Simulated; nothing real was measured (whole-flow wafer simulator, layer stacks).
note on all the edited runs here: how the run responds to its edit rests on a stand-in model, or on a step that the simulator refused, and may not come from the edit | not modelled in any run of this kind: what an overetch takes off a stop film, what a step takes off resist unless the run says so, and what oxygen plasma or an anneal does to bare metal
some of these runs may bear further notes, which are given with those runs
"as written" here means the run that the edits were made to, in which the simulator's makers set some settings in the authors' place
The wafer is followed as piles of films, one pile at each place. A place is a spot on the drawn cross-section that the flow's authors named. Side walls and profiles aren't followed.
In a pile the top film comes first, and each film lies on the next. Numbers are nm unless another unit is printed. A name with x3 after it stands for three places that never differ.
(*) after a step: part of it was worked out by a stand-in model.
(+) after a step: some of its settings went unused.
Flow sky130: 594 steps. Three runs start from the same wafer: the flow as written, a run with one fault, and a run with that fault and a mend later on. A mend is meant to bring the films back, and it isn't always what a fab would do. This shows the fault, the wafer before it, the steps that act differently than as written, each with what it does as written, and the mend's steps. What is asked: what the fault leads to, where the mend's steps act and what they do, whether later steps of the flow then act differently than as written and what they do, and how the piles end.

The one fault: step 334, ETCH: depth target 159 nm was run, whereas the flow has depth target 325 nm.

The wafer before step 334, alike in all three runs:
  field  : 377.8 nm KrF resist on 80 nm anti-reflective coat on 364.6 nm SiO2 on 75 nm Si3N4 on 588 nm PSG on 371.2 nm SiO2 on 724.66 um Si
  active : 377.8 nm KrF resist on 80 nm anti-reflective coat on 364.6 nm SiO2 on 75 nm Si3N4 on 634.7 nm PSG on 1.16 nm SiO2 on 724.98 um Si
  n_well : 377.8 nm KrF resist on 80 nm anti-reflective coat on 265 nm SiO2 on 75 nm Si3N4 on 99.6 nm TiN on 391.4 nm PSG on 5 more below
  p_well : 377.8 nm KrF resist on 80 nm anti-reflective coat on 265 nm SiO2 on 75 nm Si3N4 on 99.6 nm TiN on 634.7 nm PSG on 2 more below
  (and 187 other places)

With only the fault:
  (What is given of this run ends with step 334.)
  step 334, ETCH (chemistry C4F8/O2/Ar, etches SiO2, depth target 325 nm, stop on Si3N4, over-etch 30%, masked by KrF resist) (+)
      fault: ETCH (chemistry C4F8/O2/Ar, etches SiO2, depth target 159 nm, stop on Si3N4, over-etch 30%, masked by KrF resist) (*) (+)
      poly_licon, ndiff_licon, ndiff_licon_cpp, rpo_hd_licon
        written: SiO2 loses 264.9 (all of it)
        fault: SiO2 loses 159
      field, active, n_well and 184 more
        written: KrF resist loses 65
        fault: KrF resist loses 31.8
  Once step 334 is done, the piles at field, active, n_well and 188 more depart from the flow's by more than 2% or 0.5 nm, whichever is larger.
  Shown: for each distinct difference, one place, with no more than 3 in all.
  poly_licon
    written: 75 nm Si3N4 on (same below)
    fault: 105.9 nm SiO2 on 75 nm Si3N4 on (same below)
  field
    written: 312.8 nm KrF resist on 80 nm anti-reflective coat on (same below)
    fault: 346 nm KrF resist on 80 nm anti-reflective coat on (same below)

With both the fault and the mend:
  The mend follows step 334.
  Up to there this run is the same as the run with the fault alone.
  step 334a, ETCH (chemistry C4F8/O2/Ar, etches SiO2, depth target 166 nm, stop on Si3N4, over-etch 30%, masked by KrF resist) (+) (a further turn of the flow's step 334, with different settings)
      field, active, n_well and 184 more
        KrF resist loses 33.2
      poly_licon, ndiff_licon, ndiff_licon_cpp, rpo_hd_licon
        SiO2 loses 105.9 (all of it)
  Every later step of the flow that is run acts as written at every place that is followed.
  At every place that both follow, the piles at the end match the flow's.
